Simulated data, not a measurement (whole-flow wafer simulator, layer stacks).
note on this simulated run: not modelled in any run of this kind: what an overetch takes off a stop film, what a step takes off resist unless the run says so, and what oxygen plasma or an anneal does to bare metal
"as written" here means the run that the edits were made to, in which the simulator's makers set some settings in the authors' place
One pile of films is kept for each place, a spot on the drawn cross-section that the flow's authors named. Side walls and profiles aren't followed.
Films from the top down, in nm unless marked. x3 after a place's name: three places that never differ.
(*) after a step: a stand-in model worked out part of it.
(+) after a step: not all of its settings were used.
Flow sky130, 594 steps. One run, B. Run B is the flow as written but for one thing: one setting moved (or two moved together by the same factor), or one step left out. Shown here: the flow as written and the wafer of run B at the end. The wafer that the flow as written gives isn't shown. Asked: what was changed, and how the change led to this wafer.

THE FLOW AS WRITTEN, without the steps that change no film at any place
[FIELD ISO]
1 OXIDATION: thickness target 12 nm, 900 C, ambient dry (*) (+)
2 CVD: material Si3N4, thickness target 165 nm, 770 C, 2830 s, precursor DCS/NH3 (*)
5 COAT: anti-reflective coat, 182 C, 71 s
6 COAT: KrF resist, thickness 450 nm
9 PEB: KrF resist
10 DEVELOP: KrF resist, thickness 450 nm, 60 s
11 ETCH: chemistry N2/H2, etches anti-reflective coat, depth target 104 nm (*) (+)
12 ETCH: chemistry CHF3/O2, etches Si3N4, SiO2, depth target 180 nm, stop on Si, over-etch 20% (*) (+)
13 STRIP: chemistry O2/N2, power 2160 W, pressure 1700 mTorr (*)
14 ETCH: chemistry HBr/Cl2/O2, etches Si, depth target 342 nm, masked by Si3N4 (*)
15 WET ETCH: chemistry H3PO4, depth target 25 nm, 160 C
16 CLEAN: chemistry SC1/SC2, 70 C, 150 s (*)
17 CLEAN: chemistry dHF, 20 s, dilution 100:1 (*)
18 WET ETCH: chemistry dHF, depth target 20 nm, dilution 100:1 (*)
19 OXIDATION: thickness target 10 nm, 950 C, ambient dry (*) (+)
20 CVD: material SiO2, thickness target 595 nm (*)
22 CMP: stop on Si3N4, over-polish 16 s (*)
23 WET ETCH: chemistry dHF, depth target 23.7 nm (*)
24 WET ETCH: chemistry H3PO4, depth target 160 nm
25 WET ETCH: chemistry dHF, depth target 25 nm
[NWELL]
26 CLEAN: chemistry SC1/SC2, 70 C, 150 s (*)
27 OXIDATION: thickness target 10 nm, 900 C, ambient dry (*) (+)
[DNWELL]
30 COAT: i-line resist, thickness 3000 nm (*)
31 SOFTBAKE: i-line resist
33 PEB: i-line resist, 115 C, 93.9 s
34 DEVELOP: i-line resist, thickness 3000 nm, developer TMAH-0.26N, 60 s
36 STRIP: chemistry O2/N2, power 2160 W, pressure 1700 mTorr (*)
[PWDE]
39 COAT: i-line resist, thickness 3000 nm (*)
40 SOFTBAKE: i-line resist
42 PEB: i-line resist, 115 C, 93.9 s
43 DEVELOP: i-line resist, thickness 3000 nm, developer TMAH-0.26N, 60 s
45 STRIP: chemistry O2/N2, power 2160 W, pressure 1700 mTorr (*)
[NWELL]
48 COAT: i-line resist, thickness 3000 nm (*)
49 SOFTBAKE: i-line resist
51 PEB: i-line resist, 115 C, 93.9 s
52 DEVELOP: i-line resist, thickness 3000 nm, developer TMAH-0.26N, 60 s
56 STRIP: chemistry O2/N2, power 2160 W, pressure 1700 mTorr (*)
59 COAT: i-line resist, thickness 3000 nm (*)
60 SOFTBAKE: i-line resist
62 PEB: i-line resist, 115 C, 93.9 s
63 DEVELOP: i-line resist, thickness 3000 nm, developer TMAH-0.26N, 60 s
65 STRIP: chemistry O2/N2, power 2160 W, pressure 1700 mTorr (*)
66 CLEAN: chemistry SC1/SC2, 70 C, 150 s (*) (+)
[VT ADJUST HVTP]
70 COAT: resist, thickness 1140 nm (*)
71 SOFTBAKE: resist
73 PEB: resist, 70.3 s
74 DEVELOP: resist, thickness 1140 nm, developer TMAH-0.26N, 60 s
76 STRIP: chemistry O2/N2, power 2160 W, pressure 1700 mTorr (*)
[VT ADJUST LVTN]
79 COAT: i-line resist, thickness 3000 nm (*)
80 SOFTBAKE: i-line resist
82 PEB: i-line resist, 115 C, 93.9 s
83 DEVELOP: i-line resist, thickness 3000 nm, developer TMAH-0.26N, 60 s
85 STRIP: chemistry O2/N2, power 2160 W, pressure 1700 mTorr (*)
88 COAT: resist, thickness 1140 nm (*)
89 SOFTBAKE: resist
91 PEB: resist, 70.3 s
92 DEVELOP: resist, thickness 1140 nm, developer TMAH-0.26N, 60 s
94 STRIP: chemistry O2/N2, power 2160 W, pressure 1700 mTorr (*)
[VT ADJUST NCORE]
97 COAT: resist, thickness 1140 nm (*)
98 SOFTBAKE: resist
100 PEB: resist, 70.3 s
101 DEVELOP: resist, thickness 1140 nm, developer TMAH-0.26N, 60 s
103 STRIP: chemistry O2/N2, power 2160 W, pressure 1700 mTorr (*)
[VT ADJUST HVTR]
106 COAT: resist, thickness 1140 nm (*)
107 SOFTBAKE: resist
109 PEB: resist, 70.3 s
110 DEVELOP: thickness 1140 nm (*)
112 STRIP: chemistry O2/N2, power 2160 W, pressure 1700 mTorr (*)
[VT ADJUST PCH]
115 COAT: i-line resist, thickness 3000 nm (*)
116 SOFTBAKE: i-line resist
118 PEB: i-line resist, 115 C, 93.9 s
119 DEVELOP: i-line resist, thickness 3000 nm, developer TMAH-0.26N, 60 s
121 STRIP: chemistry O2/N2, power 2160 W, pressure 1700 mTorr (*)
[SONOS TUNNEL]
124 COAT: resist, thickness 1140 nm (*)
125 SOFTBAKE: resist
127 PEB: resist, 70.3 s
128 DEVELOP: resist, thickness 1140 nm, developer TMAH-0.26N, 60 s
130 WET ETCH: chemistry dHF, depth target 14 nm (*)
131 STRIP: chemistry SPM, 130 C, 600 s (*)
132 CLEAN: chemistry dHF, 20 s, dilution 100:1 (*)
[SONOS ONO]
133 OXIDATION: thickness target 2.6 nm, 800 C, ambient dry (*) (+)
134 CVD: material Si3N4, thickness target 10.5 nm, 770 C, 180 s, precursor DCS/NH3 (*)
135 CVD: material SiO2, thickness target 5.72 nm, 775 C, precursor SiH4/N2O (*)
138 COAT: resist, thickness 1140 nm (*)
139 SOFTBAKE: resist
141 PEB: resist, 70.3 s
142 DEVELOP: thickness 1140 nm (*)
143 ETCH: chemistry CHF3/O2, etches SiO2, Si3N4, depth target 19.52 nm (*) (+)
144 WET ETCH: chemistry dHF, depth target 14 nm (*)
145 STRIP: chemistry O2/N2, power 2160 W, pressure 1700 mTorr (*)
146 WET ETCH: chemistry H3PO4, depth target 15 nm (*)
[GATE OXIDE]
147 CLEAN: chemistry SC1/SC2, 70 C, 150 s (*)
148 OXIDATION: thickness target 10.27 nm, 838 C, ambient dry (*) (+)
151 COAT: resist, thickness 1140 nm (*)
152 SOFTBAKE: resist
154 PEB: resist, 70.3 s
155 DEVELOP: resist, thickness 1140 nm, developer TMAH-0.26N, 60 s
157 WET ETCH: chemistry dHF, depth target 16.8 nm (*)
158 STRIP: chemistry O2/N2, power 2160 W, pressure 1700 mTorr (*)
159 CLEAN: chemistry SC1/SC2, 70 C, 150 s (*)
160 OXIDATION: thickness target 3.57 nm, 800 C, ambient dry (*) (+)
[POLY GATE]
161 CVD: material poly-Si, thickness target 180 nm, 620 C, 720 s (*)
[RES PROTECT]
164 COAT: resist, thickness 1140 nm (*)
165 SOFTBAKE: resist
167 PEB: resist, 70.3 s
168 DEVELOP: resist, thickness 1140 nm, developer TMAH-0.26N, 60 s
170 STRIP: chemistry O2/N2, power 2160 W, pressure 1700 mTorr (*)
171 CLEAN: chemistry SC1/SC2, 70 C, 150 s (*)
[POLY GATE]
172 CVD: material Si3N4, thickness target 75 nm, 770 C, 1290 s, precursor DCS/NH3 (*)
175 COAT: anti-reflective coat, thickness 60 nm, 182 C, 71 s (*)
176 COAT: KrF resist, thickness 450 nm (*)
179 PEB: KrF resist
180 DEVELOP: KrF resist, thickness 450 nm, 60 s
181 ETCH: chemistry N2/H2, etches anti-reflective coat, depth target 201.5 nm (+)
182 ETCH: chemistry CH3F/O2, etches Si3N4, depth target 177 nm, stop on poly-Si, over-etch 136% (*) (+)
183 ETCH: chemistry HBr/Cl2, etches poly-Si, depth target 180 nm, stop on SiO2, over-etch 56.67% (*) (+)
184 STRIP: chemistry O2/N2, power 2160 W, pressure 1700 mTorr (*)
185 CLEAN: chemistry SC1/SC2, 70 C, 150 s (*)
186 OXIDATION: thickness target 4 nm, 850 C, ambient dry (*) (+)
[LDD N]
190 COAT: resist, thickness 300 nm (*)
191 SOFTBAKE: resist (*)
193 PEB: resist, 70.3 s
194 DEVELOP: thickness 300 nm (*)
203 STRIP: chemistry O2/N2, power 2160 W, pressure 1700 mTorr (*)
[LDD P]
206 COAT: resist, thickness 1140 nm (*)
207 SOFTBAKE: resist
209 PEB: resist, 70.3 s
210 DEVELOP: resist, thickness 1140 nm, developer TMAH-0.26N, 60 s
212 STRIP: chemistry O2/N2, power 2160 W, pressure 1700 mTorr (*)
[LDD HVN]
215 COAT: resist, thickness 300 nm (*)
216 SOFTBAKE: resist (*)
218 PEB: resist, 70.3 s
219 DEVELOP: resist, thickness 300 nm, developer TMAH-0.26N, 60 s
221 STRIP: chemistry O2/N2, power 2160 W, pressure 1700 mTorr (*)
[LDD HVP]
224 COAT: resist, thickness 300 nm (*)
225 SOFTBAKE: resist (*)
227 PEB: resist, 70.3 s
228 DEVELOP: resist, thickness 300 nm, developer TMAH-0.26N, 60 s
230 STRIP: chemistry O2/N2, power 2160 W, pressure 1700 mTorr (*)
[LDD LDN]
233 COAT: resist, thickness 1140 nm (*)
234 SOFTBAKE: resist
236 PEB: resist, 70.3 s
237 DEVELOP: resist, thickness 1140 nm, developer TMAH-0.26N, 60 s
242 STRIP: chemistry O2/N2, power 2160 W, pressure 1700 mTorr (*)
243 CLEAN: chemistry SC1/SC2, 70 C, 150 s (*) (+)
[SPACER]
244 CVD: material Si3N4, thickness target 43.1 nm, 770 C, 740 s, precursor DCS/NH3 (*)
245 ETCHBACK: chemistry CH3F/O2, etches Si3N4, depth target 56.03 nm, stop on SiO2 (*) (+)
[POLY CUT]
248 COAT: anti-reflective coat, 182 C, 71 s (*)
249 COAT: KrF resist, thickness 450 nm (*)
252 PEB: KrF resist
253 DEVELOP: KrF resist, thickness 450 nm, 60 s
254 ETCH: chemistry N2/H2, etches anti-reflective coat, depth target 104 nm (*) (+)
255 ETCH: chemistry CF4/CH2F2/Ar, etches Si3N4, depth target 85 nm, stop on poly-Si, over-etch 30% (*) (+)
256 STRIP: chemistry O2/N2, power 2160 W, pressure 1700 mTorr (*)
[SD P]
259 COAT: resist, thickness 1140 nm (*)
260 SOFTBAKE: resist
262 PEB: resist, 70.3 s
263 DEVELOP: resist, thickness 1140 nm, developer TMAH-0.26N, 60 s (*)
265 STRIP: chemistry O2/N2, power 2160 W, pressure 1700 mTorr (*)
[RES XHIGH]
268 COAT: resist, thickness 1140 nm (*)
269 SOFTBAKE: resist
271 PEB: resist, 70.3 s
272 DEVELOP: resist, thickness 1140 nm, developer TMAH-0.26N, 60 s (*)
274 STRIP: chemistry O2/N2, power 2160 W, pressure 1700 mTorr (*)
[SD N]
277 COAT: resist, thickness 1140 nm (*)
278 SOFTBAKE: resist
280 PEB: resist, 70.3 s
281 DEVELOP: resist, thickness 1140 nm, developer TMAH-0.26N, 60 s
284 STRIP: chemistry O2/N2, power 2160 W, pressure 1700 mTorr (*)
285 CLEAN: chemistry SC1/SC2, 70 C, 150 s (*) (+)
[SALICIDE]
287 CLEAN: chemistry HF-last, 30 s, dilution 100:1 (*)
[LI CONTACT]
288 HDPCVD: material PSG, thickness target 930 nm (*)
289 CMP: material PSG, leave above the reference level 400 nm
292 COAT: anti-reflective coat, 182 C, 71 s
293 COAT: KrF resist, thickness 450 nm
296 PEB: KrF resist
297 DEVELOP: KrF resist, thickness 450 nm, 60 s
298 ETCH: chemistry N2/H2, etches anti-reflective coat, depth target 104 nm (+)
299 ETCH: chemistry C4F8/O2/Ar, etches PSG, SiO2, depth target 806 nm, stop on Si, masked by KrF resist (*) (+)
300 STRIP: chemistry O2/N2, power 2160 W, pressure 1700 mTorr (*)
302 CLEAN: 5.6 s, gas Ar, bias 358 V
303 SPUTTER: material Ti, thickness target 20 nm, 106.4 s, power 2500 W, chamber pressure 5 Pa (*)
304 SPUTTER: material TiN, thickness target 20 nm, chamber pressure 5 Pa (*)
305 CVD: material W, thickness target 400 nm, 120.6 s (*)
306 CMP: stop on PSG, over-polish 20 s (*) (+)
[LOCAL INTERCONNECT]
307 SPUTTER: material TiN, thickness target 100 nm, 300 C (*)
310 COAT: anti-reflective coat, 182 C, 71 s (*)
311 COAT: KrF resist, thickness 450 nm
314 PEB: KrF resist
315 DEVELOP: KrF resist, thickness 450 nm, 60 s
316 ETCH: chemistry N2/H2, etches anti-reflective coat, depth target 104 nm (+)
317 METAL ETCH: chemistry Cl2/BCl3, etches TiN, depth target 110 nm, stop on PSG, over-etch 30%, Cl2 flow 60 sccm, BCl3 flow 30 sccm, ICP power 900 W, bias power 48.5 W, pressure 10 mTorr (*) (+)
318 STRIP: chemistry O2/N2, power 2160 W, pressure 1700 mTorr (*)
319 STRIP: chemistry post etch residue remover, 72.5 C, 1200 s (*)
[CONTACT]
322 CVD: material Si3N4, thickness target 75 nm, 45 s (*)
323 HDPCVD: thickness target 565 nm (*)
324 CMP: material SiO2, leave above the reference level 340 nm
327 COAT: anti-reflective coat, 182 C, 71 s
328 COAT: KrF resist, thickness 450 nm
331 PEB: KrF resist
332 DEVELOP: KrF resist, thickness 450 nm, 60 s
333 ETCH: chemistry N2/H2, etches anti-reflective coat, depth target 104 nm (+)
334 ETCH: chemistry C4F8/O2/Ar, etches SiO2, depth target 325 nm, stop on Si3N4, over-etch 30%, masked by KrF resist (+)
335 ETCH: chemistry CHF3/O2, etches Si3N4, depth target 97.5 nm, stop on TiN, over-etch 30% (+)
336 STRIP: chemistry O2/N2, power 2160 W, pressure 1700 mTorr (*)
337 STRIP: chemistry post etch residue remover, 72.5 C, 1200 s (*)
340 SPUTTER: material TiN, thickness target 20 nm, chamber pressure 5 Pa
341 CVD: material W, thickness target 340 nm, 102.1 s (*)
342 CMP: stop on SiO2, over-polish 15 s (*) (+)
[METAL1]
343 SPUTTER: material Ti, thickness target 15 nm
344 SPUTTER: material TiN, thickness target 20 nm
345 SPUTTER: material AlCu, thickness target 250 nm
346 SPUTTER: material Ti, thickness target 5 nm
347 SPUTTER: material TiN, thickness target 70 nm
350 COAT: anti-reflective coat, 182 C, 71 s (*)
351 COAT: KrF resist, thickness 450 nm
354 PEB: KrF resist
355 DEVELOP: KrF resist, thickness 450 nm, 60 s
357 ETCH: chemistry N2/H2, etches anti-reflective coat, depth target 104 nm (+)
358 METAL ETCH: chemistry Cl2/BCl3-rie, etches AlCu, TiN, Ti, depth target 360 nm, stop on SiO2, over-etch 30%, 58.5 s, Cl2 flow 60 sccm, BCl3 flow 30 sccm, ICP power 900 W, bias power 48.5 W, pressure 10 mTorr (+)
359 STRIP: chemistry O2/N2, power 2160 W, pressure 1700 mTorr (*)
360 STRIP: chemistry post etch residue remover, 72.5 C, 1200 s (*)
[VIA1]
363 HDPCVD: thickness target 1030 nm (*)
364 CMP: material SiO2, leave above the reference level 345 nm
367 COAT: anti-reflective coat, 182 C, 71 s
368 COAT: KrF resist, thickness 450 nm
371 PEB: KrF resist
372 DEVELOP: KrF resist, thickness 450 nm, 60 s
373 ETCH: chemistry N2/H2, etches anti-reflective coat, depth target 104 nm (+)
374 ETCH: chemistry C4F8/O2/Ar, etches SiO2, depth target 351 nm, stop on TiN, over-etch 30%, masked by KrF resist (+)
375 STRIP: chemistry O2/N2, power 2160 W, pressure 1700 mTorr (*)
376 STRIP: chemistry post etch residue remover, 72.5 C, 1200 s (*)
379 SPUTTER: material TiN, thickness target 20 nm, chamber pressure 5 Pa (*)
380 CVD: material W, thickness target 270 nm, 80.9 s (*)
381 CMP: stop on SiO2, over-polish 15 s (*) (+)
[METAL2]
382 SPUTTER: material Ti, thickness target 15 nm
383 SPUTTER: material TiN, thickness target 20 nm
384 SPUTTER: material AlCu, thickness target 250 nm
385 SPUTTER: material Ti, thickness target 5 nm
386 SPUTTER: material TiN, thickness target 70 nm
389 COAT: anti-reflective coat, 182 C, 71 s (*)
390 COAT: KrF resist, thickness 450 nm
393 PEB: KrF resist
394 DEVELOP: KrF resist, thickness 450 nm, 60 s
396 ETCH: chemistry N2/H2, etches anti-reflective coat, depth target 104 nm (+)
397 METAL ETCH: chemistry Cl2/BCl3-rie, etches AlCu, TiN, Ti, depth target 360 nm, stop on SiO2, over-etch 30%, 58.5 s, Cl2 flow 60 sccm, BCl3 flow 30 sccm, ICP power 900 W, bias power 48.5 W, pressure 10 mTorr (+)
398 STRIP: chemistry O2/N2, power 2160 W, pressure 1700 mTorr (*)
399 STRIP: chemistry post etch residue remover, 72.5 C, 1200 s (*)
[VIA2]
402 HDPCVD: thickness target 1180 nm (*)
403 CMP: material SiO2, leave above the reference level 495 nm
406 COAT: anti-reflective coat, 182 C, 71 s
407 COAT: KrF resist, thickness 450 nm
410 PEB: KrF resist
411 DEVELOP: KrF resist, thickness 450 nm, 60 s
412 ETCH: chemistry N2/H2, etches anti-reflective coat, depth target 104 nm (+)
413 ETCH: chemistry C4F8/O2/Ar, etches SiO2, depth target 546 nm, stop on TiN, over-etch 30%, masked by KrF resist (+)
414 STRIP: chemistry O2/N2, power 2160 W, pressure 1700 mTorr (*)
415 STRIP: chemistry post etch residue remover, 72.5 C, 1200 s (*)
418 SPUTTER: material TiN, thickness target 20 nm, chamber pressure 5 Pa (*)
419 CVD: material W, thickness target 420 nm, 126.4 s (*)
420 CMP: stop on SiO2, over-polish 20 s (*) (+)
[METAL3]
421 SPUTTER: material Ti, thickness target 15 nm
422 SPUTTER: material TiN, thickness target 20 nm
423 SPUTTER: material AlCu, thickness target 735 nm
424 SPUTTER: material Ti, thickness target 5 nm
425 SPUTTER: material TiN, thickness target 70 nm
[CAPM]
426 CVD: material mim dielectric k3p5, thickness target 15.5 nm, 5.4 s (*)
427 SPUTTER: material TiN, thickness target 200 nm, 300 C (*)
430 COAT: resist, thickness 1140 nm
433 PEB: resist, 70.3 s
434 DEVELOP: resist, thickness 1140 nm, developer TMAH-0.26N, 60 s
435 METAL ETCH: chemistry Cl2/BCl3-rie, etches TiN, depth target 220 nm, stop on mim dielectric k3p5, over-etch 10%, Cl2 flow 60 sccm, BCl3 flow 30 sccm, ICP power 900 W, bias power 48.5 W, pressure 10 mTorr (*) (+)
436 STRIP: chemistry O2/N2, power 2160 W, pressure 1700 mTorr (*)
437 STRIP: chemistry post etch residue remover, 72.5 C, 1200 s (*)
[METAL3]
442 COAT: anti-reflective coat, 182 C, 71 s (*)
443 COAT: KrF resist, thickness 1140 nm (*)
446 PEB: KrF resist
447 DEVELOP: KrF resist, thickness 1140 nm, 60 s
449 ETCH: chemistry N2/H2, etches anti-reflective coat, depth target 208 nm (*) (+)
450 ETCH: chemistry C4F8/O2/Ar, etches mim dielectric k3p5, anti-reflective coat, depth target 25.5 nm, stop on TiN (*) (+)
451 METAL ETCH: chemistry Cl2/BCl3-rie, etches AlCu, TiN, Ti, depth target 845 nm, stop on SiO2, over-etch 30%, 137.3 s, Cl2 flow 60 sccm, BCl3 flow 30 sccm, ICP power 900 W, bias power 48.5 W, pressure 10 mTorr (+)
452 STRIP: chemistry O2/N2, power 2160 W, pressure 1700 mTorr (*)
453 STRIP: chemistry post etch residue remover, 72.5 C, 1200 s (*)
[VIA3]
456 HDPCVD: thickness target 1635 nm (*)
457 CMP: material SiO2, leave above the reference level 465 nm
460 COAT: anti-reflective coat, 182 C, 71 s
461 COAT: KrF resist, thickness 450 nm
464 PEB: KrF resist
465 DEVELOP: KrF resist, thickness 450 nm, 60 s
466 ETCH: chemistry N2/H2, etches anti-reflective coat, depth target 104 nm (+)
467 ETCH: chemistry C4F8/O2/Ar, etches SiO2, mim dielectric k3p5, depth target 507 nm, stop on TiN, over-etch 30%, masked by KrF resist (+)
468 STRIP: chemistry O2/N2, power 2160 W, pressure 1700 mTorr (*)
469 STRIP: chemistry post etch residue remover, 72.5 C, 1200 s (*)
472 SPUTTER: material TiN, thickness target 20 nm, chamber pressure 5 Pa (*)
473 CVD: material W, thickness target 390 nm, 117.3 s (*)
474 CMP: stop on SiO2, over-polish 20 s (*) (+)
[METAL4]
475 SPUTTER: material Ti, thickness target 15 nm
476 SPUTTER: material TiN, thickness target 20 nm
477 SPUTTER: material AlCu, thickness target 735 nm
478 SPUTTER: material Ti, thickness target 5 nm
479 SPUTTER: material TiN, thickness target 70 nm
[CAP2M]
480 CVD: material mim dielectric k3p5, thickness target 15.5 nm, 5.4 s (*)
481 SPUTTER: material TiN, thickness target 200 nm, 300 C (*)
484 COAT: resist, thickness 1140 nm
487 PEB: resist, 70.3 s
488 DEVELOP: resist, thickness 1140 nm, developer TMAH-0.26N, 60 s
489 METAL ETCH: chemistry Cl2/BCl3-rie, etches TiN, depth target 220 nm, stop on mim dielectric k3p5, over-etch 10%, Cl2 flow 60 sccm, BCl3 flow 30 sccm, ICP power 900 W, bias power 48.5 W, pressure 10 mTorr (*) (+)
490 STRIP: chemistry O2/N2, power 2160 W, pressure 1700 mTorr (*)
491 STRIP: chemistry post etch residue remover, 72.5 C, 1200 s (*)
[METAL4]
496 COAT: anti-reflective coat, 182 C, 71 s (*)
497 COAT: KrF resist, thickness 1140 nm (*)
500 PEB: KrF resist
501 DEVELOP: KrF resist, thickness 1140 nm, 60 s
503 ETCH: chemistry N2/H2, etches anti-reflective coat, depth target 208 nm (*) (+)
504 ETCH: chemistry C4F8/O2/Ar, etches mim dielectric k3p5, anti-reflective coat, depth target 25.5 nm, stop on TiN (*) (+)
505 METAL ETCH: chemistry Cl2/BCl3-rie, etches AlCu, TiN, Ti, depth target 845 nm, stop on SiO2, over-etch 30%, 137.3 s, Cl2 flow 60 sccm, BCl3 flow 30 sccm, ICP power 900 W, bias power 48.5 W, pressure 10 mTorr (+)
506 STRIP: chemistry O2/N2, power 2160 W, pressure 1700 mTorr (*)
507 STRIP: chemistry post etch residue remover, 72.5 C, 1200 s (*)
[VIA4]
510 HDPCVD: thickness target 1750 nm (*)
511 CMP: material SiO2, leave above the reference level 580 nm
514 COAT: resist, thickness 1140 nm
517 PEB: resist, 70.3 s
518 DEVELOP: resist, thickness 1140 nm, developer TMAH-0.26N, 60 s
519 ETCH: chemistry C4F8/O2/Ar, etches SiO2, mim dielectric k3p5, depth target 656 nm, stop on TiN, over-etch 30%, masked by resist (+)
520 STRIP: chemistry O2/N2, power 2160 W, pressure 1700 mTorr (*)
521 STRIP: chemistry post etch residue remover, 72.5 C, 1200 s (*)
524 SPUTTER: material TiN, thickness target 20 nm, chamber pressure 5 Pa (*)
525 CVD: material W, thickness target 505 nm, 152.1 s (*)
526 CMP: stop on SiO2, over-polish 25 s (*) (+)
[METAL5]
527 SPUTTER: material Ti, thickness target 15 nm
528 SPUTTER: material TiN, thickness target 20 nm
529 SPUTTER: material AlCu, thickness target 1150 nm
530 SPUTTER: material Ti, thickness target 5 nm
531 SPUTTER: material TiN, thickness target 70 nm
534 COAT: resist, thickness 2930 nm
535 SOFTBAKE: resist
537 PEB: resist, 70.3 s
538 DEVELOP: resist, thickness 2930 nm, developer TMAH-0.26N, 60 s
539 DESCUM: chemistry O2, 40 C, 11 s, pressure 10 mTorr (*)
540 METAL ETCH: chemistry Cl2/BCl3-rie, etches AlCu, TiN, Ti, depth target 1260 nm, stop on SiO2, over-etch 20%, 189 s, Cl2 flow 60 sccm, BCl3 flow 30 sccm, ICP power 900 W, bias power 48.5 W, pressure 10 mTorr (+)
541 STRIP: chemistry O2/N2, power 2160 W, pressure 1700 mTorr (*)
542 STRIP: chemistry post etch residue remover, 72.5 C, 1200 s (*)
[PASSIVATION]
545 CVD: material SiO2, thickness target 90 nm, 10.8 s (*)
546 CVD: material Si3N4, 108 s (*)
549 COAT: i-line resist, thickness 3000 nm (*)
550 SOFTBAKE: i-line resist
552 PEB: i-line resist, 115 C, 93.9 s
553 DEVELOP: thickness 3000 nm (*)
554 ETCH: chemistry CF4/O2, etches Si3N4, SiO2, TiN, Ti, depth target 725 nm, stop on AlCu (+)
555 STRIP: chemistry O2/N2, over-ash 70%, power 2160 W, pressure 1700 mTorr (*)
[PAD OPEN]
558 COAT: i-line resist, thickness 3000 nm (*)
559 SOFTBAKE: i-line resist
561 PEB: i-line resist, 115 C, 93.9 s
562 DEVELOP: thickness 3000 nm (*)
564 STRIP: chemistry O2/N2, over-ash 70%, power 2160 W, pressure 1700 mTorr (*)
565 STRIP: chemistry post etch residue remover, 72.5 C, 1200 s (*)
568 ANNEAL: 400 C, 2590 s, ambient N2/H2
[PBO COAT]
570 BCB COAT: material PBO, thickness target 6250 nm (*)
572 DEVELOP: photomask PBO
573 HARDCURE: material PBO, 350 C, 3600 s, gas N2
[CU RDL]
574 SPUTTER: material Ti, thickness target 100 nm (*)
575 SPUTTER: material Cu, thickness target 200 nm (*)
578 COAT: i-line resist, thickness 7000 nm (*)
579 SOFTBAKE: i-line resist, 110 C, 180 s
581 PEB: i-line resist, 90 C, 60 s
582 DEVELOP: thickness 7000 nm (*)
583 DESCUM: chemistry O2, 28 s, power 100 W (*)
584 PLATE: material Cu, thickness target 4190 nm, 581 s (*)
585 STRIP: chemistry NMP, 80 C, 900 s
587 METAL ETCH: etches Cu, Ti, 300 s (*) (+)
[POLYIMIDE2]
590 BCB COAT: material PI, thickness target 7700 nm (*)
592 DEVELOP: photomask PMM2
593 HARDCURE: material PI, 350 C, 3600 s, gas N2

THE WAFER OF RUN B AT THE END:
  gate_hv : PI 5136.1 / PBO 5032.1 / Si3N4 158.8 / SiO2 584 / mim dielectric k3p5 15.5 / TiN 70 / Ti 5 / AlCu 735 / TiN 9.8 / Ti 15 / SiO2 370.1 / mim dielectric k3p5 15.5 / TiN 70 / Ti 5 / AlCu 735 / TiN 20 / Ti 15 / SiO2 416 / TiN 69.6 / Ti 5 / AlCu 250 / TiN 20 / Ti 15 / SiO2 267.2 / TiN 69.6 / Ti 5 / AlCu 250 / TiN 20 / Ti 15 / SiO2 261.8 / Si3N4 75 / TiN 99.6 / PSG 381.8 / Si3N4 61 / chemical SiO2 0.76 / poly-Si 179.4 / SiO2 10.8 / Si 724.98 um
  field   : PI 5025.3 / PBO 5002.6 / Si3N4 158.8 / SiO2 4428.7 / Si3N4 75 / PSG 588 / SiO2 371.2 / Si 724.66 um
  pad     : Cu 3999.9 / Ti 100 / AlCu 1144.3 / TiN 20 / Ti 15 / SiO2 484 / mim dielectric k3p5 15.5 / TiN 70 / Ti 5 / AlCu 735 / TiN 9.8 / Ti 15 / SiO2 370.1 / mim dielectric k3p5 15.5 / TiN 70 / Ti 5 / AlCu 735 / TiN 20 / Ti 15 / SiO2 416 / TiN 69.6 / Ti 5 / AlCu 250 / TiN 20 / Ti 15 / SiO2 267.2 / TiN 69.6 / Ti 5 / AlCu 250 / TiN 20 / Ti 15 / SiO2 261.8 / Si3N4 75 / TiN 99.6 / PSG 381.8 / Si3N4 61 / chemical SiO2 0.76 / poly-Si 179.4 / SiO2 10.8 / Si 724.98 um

The cause: step 476, SPUTTER: thickness target 9.8 nm was run, where the flow has thickness target 20 nm.
It can be read off the wafer: gate_hv has TiN 9.8, and step 476 as written asks for 20 nm.

How the change led to this, step by step:
  476 SPUTTER: material TiN, thickness target 20 nm
      field, active, n_well and 189 more: TiN +9.8 (new film) (as written it would be: TiN +20 (new film))
  505 METAL ETCH: chemistry Cl2/BCl3-rie, etches AlCu, TiN, Ti, depth target 845 nm, stop on SiO2, over-etch 30%, 137.3 s, Cl2 flow 60 sccm, BCl3 flow 30 sccm, ICP power 900 W, bias power 48.5 W, pressure 10 mTorr (+)
      field, gate, spacer and 68 more: TiN -70 (all of it), Ti -5 (all of it), AlCu -735 (all of it), TiN -9.8 (all of it), Ti -15 (all of it), SiO2 -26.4 (as written it would be: TiN -70 (all of it), Ti -5 (all of it), AlCu -735 (all of it), TiN -20 (all of it), Ti -15 (all of it), SiO2 -25.4)
      active, vpp_iso1, mim_edge_plate and 14 more: TiN -70 (all of it), Ti -5 (all of it), AlCu -735 (all of it), TiN -9.8 (all of it), Ti -15 (all of it), SiO2 -26.4 (as written it would be: TiN -70 (all of it), Ti -5 (all of it), AlCu -735 (all of it), TiN -20 (all of it), Ti -15 (all of it), SiO2 -25.3)
  511 CMP: material SiO2, leave above the reference level 580 nm
      field, active, gate and 77 more: SiO2 -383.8 (as written it would be: SiO2 -374.7)
      iso_guard__w1, mim_edge_gap, vpp_l1ln, vpp_m3ln, rpm_encl, via2_enc, rpm_encl_psd, iso_guard_nsd_tip: SiO2 -383.8 (as written it would be: SiO2 -374.6)
